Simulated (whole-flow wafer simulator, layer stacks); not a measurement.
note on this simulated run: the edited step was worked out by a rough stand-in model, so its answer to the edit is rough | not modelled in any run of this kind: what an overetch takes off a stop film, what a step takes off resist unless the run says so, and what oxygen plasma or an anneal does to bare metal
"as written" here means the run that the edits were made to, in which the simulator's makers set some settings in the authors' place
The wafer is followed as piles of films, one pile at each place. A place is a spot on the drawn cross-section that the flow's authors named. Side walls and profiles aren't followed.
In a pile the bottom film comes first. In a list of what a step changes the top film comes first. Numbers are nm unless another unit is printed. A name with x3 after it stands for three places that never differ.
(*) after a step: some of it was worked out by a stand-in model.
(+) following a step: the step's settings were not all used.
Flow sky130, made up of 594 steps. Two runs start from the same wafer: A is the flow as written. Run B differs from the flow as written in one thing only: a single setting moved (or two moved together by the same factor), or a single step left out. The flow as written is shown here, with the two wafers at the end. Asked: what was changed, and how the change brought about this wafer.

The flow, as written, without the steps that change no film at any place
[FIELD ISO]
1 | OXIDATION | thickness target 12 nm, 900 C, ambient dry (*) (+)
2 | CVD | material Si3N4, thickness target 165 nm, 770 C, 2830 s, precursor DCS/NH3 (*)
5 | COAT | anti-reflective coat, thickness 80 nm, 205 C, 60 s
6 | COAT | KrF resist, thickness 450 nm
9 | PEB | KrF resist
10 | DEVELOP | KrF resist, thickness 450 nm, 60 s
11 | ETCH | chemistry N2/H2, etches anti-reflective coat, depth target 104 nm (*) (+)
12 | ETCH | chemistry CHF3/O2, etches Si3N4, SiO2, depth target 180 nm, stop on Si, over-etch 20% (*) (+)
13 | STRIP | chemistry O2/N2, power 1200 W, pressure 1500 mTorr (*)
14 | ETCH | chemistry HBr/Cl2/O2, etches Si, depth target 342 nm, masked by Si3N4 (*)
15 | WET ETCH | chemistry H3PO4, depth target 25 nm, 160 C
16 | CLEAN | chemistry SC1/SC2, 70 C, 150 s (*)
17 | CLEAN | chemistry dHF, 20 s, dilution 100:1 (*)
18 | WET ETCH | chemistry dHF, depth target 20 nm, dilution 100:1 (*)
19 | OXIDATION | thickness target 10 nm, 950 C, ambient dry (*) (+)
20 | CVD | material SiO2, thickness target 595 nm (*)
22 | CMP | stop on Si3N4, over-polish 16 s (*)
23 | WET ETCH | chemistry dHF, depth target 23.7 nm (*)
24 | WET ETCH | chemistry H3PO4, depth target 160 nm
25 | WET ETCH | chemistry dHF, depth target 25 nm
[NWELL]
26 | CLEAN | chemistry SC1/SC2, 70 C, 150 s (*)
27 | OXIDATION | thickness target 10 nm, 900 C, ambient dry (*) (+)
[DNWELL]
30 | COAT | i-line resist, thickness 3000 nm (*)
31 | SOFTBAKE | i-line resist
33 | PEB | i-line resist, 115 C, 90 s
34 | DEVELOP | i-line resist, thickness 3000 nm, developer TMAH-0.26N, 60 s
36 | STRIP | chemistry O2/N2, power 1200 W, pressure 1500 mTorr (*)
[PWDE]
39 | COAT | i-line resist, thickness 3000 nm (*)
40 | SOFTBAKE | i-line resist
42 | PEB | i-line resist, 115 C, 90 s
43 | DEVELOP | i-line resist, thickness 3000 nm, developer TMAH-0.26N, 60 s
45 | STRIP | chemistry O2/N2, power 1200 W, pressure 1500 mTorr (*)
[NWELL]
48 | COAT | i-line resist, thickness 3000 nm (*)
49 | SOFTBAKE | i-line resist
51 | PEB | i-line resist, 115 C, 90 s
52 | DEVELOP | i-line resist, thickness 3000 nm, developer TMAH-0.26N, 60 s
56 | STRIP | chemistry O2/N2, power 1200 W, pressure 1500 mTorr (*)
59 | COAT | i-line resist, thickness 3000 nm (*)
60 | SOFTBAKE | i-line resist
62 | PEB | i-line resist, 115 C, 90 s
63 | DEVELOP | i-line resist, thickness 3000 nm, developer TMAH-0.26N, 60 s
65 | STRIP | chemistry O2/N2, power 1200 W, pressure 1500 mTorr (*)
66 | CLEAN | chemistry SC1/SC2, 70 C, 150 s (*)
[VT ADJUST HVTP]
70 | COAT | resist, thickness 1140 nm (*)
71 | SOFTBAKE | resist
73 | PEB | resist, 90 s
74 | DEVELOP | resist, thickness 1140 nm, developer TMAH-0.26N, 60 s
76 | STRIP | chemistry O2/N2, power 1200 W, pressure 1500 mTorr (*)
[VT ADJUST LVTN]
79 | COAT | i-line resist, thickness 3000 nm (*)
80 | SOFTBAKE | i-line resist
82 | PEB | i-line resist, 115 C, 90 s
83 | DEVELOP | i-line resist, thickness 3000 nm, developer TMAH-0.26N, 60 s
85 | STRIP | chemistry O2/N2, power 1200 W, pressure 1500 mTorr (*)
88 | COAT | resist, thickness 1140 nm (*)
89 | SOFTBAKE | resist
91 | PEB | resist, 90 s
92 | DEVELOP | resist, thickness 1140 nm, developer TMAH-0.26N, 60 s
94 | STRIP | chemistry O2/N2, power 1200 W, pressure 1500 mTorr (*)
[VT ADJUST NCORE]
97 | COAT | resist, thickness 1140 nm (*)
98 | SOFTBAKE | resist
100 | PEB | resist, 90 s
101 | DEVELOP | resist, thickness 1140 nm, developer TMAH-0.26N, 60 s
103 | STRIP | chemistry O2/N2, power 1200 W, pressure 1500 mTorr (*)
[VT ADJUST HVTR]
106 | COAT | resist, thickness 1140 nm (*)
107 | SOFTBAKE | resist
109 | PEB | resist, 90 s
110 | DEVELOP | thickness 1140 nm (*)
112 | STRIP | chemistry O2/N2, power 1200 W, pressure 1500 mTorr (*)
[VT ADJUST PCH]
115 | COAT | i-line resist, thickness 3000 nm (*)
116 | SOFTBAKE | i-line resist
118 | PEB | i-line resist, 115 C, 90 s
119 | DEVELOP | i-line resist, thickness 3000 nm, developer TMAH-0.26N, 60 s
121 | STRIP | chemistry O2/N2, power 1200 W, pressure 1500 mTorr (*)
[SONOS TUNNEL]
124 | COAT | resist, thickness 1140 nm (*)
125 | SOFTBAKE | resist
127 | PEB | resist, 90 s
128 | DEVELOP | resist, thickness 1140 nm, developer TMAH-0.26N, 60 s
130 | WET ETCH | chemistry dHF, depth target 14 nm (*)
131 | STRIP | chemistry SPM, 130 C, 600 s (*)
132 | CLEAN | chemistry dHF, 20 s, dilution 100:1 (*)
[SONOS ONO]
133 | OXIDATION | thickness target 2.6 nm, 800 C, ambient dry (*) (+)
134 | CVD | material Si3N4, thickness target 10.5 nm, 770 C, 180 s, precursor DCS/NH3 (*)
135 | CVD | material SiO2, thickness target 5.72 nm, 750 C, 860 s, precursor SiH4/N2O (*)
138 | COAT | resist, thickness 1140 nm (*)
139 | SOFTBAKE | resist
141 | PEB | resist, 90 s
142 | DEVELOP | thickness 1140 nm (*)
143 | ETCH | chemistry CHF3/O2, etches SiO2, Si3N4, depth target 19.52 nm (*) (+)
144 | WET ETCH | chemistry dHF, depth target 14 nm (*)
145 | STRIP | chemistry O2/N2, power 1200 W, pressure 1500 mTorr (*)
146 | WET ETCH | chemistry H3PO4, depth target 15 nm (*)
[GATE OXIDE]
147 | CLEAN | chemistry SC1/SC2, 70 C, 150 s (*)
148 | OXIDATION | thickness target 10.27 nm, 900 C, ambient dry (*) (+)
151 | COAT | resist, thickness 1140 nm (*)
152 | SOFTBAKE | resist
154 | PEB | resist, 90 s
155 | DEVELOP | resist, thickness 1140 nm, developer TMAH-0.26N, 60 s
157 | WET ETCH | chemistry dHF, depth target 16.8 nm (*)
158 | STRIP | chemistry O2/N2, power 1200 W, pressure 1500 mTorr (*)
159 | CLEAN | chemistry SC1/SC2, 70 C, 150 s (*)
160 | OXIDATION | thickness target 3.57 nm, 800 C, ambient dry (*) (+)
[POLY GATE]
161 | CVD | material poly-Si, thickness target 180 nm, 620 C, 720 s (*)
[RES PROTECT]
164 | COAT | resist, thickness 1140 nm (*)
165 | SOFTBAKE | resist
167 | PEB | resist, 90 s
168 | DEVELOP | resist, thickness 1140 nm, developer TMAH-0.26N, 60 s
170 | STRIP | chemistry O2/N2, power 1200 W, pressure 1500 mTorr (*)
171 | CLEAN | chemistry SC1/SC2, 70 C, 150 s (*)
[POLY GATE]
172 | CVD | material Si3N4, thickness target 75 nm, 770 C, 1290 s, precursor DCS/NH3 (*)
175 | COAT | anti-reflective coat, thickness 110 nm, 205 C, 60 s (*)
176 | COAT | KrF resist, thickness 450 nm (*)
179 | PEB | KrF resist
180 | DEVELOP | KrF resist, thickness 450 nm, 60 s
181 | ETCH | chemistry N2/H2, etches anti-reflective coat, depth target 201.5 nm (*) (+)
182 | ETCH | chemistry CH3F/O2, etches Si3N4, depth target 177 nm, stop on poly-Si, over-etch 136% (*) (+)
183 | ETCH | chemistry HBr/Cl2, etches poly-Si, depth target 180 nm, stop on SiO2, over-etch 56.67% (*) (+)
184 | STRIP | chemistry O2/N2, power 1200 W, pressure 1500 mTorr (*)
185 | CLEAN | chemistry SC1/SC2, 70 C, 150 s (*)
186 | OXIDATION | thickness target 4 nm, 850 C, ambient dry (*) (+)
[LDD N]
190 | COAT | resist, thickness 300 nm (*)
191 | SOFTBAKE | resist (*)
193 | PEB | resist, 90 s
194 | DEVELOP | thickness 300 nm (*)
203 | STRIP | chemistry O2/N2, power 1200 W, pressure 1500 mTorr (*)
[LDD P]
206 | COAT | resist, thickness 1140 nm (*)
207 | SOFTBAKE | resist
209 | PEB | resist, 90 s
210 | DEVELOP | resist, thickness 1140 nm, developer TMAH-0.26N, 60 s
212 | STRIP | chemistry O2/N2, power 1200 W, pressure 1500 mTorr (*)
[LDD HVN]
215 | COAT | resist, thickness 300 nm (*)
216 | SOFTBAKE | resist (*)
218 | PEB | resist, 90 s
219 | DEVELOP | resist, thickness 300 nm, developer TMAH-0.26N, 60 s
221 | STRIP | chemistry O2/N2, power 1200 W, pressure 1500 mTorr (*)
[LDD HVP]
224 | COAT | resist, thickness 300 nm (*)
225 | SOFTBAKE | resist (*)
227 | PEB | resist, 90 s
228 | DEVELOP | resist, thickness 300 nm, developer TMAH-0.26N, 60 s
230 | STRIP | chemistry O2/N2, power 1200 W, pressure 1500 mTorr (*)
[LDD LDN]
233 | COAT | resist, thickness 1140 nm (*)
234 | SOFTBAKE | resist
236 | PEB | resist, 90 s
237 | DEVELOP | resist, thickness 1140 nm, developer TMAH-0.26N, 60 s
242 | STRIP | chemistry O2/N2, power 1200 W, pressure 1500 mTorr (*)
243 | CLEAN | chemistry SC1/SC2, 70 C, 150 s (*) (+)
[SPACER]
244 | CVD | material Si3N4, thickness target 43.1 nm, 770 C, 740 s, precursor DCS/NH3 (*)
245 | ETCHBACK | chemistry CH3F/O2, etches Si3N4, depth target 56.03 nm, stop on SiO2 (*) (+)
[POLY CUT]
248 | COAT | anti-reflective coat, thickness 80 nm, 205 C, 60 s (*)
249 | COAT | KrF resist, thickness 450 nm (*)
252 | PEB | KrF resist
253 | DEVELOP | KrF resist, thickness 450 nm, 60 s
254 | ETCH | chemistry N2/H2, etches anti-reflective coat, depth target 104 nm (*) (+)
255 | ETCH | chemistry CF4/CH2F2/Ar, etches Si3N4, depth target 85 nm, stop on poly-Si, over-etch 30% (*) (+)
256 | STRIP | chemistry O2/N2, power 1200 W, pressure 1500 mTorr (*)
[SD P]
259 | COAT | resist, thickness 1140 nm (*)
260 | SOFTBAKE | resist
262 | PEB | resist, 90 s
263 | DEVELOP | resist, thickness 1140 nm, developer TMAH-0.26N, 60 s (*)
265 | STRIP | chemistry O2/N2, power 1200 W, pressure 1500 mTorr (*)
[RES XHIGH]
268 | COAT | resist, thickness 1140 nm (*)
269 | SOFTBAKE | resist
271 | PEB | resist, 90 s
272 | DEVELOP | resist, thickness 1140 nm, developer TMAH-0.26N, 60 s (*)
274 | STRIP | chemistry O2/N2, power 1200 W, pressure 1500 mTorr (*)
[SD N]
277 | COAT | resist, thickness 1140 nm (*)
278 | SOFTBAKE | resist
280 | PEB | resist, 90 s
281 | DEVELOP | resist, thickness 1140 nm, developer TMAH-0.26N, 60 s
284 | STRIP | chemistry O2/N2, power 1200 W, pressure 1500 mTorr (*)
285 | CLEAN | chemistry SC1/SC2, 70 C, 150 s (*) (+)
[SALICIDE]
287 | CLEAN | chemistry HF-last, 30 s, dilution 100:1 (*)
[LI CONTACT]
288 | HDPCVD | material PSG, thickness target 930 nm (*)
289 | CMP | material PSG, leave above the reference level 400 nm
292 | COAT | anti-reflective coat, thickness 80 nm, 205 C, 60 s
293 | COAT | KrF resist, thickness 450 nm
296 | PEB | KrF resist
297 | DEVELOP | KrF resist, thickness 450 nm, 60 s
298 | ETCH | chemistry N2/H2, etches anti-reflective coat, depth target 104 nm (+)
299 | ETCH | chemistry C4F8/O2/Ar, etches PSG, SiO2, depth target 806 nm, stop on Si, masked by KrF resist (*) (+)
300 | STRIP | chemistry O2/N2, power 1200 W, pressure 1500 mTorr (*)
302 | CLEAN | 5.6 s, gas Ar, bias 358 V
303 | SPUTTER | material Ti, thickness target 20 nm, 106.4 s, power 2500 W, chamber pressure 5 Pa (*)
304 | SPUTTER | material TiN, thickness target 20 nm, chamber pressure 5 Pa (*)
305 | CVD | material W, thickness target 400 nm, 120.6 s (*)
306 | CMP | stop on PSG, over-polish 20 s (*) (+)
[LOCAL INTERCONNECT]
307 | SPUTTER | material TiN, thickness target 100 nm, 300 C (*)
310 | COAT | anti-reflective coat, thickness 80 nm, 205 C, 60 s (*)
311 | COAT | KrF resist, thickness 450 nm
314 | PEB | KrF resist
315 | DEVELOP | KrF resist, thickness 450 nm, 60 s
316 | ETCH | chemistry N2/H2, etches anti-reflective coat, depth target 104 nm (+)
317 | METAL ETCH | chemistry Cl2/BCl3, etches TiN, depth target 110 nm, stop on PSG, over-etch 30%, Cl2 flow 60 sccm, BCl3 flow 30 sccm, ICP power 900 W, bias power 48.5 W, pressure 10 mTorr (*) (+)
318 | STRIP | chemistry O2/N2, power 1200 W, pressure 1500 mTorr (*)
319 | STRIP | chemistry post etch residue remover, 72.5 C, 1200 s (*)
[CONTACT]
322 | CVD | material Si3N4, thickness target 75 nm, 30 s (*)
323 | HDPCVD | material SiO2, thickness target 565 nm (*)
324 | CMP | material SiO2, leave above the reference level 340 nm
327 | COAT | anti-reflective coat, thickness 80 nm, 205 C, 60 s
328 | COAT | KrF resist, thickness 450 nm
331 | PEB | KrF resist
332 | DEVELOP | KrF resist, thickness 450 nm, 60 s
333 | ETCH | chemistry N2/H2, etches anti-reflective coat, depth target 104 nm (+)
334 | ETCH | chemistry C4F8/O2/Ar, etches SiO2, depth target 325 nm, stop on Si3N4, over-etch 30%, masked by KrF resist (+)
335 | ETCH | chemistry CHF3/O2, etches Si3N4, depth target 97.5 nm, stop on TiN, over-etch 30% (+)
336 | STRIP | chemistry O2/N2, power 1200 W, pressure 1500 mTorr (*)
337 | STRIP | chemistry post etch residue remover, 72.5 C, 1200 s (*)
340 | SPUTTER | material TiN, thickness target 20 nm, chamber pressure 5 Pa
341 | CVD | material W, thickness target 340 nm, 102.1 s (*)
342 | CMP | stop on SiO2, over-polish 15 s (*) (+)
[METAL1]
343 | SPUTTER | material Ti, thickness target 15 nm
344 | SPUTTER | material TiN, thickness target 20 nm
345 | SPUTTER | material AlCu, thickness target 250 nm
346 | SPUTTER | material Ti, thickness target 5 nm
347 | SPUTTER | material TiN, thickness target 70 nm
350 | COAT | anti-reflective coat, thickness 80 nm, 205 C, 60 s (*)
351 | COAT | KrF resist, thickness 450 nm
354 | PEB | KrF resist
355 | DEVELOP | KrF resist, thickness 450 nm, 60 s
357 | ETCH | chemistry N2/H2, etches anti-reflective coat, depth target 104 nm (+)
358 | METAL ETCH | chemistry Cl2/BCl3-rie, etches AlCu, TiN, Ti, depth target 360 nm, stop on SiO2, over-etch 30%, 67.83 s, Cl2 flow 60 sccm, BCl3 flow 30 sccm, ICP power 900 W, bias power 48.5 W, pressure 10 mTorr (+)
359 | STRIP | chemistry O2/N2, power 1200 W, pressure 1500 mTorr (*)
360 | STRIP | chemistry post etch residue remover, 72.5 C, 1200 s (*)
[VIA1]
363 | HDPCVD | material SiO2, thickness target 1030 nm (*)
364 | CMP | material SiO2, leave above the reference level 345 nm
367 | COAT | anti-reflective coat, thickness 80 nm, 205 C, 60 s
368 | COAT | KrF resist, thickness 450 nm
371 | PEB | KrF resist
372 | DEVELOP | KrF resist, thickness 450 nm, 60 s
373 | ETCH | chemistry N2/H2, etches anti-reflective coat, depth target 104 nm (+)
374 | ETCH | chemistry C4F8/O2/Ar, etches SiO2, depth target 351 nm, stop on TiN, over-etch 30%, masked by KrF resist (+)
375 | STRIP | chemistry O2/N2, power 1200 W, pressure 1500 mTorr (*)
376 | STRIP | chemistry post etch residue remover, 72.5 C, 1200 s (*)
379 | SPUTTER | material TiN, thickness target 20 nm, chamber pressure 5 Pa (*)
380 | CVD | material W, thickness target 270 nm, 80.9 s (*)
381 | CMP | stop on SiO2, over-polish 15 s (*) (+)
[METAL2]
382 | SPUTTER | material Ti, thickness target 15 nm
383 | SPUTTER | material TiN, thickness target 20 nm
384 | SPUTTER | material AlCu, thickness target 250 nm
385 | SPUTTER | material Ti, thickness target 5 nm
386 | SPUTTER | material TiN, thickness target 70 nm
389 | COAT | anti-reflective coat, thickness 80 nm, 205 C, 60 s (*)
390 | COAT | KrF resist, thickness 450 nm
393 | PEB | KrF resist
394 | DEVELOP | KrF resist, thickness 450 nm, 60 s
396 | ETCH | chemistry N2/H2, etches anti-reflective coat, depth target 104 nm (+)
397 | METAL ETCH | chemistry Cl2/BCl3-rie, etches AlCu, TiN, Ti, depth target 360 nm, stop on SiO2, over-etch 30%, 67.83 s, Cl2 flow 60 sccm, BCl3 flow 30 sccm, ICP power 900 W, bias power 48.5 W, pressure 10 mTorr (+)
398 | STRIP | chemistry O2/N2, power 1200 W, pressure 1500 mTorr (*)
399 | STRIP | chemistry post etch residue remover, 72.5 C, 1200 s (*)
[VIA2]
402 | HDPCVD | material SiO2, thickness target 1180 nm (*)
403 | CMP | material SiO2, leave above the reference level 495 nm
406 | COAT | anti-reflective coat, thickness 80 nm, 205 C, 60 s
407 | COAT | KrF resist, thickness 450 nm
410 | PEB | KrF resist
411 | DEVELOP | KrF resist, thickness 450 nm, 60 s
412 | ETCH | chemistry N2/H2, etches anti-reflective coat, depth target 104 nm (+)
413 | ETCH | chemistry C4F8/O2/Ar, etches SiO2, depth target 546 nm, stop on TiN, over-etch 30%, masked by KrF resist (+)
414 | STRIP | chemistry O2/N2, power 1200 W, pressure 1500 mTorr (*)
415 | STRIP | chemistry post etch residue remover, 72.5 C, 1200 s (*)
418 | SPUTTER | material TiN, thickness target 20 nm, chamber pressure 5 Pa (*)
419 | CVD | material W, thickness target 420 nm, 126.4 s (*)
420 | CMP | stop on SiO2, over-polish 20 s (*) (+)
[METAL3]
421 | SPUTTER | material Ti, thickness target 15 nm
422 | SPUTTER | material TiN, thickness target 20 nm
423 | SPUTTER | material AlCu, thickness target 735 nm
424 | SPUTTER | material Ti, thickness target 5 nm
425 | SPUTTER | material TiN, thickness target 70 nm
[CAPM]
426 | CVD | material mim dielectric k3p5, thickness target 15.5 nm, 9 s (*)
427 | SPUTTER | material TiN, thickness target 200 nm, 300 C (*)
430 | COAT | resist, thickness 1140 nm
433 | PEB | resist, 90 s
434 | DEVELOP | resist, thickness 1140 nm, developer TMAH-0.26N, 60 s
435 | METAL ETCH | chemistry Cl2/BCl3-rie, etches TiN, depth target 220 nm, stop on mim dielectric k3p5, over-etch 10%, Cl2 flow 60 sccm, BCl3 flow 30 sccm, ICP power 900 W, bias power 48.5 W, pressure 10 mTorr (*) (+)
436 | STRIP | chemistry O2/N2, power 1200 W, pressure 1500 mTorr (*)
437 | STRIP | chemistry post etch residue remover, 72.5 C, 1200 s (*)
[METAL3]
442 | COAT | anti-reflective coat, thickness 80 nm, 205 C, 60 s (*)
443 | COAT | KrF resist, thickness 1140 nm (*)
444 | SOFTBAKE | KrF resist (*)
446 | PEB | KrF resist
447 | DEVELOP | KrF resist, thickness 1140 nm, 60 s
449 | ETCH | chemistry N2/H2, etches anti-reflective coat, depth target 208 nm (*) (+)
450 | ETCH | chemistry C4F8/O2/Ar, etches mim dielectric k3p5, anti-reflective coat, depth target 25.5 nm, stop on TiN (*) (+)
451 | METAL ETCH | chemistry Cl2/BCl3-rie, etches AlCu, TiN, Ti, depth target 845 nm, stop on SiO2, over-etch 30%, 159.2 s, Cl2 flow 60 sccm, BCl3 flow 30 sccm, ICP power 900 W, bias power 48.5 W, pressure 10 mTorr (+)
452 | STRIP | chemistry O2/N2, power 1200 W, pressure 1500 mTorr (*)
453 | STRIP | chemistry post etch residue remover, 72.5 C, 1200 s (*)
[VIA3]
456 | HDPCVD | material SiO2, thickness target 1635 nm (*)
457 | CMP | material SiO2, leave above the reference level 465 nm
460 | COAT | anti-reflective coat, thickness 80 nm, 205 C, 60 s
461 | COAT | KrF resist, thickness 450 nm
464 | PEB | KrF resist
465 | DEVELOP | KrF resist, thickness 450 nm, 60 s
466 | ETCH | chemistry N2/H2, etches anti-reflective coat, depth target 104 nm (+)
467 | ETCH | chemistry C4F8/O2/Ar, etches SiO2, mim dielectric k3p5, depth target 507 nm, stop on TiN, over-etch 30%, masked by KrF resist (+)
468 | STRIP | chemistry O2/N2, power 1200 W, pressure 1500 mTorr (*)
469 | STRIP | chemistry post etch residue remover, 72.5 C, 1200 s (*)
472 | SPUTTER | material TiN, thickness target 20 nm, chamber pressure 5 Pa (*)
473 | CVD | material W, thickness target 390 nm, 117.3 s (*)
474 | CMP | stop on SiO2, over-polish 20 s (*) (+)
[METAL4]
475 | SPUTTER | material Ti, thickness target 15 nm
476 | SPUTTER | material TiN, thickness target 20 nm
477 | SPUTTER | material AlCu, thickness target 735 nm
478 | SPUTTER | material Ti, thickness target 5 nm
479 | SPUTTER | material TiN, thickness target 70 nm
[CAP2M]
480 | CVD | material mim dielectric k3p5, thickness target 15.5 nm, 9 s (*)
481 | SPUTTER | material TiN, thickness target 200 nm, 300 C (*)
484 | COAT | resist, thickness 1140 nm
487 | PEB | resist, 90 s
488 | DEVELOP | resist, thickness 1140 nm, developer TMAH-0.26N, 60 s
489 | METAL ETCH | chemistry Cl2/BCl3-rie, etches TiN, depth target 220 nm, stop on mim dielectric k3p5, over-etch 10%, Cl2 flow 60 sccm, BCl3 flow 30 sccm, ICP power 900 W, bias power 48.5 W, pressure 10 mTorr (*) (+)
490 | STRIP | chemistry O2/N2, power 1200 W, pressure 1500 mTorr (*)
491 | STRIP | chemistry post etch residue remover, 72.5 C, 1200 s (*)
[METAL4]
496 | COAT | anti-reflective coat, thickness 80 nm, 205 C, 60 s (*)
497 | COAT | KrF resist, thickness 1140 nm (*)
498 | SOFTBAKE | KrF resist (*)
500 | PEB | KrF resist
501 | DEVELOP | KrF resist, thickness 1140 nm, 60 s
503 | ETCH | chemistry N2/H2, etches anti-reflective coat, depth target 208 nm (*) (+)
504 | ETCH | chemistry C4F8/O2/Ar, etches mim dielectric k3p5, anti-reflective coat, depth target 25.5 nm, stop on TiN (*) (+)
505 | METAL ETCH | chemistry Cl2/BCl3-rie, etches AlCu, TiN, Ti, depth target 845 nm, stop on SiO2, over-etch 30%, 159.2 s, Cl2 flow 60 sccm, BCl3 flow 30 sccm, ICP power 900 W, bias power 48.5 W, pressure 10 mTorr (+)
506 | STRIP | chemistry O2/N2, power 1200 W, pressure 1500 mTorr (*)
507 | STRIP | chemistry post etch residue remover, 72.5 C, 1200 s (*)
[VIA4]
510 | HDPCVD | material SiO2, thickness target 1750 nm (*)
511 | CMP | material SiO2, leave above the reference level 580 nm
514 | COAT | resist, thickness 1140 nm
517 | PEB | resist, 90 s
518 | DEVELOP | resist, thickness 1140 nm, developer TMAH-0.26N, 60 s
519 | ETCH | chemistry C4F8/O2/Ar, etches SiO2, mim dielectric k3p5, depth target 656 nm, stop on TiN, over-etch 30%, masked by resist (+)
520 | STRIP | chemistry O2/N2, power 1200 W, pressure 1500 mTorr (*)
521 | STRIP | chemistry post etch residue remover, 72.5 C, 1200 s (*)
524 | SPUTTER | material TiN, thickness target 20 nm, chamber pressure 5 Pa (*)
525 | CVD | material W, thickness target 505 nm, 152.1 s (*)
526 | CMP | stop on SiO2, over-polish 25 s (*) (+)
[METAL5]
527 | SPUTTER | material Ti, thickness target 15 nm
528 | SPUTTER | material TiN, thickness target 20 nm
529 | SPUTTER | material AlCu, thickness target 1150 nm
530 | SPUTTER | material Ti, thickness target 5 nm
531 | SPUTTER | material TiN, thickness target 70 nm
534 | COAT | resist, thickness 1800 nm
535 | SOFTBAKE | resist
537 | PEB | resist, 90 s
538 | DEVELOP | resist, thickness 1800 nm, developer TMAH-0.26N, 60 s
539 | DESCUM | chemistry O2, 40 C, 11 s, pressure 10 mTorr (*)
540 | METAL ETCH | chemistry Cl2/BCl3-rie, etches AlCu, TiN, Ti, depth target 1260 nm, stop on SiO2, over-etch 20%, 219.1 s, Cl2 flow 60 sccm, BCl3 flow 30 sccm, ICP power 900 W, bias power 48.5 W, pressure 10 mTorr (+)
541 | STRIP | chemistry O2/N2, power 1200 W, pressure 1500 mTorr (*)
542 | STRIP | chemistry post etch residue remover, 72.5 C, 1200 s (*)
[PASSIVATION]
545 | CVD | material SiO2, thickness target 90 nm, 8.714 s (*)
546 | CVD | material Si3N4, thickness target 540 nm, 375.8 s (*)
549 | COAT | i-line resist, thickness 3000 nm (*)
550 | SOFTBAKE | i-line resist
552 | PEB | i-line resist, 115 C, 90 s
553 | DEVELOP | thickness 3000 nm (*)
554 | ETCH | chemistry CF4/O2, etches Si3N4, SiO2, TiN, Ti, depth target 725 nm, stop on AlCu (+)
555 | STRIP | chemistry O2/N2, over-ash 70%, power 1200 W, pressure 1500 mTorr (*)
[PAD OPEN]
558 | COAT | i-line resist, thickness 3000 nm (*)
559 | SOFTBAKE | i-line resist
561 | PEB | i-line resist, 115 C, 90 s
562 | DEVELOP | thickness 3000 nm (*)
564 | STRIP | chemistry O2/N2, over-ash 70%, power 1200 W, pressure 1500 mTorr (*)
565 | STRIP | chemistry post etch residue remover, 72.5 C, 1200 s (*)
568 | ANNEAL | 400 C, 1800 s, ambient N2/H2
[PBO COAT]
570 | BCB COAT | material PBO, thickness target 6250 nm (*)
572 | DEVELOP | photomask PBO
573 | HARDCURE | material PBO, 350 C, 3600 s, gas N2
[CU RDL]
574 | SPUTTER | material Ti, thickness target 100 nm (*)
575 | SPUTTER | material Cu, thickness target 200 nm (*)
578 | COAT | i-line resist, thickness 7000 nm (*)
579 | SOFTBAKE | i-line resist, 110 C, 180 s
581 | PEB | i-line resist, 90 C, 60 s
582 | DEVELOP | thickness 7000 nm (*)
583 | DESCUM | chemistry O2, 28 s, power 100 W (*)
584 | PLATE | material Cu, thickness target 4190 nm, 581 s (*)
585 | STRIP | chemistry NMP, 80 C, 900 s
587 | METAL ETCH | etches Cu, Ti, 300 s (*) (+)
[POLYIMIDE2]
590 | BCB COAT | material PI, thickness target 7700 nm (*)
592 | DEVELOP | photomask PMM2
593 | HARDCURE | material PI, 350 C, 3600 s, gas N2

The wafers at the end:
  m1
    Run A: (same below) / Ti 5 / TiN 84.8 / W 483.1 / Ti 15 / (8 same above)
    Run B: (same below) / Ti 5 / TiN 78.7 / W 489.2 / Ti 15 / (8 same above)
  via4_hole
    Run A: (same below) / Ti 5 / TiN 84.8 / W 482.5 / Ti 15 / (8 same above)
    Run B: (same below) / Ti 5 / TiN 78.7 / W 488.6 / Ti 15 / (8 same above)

What caused this: step 524, SPUTTER: thickness target 12 nm was run, whereas the flow has thickness target 20 nm.

Step by step, how the change led to this:
  524 | SPUTTER | material TiN, thickness target 20 nm, chamber pressure 5 Pa (*)
      field, active, n_well and 188 more: A TiN gains 20 (new film) | B TiN gains 12 (new film)
      m1, via4_hole: A TiN gains 15.3 | B TiN gains 9.16
  526 | CMP | stop on SiO2, over-polish 25 s (*) (+)
      field, active, n_well and 188 more: A W loses 505 (all of it), TiN loses 20 (all of it), SiO2 loses 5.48 | B W loses 505 (all of it), TiN loses 12 (all of it), SiO2 loses 5.48
